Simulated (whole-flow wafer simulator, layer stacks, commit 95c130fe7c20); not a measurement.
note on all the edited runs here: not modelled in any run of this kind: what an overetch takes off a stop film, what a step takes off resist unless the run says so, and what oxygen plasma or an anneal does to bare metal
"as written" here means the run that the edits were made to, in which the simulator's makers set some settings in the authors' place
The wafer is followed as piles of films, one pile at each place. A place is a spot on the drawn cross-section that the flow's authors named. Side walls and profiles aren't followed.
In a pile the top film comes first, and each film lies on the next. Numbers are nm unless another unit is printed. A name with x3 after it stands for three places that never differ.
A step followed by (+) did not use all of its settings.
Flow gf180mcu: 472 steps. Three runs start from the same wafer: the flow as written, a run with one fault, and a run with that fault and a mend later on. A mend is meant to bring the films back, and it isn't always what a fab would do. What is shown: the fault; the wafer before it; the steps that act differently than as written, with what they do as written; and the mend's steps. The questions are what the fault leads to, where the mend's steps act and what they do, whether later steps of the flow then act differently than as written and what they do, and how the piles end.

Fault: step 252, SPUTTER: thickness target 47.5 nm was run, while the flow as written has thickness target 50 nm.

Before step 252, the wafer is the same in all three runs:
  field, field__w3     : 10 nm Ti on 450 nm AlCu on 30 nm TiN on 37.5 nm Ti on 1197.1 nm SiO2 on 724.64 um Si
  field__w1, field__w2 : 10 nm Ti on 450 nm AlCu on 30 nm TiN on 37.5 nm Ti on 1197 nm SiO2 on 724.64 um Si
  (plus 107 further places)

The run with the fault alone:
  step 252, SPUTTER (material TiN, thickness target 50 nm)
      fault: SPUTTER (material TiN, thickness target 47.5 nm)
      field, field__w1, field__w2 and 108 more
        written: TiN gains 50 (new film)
        fault: TiN gains 47.5 (new film)
  Steps later in the flow that act otherwise than as written (5 more steps, not shown, differ only slightly: by at most 2% or 0.5 nm, whichever is larger):
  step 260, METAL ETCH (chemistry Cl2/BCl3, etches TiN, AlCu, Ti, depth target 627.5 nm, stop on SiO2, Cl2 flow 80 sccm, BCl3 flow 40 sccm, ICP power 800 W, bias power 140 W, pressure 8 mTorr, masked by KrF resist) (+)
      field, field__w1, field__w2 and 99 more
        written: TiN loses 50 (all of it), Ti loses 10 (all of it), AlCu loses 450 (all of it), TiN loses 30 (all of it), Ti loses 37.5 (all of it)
        fault: TiN loses 47.5 (all of it), Ti loses 10 (all of it), AlCu loses 450 (all of it), TiN loses 30 (all of it), Ti loses 37.5 (all of it)
  By the end, the piles at field__w8, contact, m1 and 6 more depart from the flow's by more than 2% or 0.5 nm, whichever is larger.
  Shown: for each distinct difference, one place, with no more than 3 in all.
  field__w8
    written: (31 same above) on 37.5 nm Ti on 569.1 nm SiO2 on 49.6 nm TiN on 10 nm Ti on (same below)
    fault: (31 same above) on 37.5 nm Ti on 571.6 nm SiO2 on 47.1 nm TiN on 10 nm Ti on (same below)
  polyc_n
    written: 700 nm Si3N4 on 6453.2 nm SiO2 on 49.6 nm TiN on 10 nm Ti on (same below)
    fault: 700 nm Si3N4 on 6455.7 nm SiO2 on 47.1 nm TiN on 10 nm Ti on (same below)
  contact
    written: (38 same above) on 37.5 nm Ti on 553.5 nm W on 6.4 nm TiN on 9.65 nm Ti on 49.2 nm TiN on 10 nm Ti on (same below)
    fault: (38 same above) on 37.5 nm Ti on 556 nm W on 6.39 nm TiN on 9.64 nm Ti on 46.7 nm TiN on 10 nm Ti on (same below)

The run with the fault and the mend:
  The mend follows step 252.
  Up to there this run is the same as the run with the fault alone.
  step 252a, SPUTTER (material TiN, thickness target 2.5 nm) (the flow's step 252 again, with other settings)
      field, field__w1, field__w2 and 108 more
        TiN gains 2.5
  Every later step of the flow that is run acts as written at every place that is followed.
  The piles end the same as the flow's at every place that both follow.
